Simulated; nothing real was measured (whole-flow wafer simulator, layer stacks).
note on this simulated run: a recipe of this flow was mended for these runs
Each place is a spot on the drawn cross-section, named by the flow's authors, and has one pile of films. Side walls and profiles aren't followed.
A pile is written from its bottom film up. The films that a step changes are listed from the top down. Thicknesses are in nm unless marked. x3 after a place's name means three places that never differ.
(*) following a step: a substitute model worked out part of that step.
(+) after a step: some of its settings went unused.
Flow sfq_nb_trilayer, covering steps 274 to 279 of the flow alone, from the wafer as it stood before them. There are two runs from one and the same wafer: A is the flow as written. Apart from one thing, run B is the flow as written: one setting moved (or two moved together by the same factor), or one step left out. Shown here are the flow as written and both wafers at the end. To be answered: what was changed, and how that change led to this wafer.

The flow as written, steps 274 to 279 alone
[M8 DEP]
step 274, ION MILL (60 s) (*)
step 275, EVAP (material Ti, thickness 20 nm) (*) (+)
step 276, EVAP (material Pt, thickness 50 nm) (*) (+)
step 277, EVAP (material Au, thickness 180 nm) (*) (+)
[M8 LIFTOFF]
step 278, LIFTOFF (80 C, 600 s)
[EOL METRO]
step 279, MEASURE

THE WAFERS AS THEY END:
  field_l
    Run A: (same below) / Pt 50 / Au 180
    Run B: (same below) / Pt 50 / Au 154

The reason: step 277, EVAP: thickness 154 nm was run, while the flow as written has thickness 180 nm.
The wafer itself shows it: field_l has Au 154, and step 277 as written asks for 180 nm.

How this came from the change, step by step:
  step 277, EVAP (material Au, thickness 180 nm) (*) (+)
      field_l, v_sur x3, via_wl x2 and 100 more: A Au gains 180 (new film) | B Au gains 154 (new film)
  step 278, LIFTOFF (80 C, 600 s)
      p4_fl x5, p4_w1 x9, p3_s0 x11 and 49 more: A Au loses 180 (all of it), Pt loses 50 (all of it), Ti loses 20 (all of it), KrF-resist-other-grade loses 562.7 (all of it), lift-off-underlayer loses 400 (all of it) | B Au loses 154 (all of it), Pt loses 50 (all of it), Ti loses 20 (all of it), KrF-resist-other-grade loses 562.7 (all of it), lift-off-underlayer loses 400 (all of it)
      r_sur, res, r_end: A Au loses 180 (all of it), Pt loses 50 (all of it), Ti loses 20 (all of it), KrF-resist-other-grade loses 559.9 (all of it), lift-off-underlayer loses 399.5 (all of it) | B Au loses 154 (all of it), Pt loses 50 (all of it), Ti loses 20 (all of it), KrF-resist-other-grade loses 559.9 (all of it), lift-off-underlayer loses 399.5 (all of it)
      (and at 18 other places as well)
